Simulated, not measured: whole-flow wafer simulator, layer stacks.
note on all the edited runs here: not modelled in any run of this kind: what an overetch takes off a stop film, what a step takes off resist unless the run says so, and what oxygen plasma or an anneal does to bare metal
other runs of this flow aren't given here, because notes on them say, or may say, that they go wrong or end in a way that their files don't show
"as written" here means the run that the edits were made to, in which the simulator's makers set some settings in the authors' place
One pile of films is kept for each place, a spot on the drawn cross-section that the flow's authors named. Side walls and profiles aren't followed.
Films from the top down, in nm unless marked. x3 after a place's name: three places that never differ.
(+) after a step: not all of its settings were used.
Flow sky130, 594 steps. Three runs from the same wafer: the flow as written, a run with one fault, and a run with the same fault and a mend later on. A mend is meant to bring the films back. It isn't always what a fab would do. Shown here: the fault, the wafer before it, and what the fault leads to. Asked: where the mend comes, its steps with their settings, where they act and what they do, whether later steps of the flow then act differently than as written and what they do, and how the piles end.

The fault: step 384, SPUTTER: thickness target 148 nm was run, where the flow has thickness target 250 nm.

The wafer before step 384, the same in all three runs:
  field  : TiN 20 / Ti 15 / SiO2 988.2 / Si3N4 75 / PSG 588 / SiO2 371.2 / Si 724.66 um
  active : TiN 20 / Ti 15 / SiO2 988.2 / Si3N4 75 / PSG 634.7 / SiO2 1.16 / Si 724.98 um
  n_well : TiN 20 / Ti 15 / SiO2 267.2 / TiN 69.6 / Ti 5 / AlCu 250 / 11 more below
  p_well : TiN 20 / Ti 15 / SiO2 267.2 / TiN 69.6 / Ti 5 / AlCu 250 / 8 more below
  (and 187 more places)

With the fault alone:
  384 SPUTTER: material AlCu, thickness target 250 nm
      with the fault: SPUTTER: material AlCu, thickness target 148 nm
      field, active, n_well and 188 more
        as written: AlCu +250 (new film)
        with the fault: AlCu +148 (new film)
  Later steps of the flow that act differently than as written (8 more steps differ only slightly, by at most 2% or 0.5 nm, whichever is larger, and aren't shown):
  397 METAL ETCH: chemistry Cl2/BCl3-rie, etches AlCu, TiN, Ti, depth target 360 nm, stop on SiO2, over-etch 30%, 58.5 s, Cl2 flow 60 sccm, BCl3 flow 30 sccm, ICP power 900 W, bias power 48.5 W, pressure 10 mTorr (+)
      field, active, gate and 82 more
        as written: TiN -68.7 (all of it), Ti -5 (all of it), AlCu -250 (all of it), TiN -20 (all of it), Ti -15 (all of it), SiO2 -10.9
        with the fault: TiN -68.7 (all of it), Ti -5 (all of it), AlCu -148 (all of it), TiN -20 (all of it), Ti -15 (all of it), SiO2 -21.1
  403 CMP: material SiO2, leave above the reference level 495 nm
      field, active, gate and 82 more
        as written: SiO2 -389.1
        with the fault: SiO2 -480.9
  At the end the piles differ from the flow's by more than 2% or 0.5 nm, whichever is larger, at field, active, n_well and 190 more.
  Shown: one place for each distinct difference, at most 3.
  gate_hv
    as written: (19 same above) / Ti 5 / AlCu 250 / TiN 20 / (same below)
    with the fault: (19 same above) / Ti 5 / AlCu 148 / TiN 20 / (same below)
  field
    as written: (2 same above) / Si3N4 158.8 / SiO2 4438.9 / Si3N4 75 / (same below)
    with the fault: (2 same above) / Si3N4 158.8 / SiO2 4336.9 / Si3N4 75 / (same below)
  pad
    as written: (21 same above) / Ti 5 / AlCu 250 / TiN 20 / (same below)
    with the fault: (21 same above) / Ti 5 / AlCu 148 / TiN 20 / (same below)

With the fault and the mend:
  The mend comes after step 384.
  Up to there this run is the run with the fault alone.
  384a SPUTTER: material AlCu, thickness target 102 nm (the flow's step 384 once more, with other settings)
      field, active, n_well and 188 more
        AlCu +102
  No later step of the flow acts differently than as written at any place that is followed.
  At the end the piles are the same as the flow's at every place that both follow.
